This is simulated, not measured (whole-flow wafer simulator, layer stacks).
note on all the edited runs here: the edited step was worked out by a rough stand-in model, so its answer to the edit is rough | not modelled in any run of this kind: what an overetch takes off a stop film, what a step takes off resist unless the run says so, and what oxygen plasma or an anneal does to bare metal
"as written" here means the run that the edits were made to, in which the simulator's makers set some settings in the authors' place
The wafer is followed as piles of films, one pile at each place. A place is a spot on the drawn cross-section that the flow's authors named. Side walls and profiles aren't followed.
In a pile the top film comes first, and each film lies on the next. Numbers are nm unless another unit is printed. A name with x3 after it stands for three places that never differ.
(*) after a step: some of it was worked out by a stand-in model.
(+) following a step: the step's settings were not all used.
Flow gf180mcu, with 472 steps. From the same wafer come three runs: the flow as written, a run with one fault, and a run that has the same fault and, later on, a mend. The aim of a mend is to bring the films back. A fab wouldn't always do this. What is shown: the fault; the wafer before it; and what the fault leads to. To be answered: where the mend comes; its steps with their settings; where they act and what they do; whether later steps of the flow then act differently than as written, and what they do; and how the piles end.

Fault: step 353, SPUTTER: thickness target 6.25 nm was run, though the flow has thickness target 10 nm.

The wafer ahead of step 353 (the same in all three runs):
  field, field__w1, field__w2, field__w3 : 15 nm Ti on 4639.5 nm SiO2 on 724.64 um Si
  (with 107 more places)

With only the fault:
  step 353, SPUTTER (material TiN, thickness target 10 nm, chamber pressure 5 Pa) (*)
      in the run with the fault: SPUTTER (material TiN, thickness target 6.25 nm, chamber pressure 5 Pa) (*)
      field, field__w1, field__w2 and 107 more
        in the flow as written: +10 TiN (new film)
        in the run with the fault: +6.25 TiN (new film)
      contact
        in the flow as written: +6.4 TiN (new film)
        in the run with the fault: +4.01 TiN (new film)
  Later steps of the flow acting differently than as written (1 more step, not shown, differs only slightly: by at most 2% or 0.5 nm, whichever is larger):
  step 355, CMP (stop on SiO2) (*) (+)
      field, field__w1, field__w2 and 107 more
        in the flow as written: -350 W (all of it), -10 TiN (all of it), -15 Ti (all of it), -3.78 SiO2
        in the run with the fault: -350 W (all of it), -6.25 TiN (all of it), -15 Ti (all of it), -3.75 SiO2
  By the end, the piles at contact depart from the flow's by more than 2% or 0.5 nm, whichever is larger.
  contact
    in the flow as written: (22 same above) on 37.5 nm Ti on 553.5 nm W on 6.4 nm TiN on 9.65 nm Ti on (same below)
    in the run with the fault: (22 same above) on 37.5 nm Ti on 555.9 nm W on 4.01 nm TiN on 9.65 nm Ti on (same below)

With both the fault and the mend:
  The mend stands after step 353.
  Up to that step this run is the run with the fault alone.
  step 353a, SPUTTER (material TiN, thickness target 3.75 nm, chamber pressure 5 Pa) (*) (the flow's step 353 again, with other settings)
      field, field__w1, field__w2 and 107 more
        +3.75 TiN
      contact
        +2.4 TiN
  Every later step of the flow that is run acts as written at every place that is followed.
  The piles end the same as the flow's at every place that both follow.
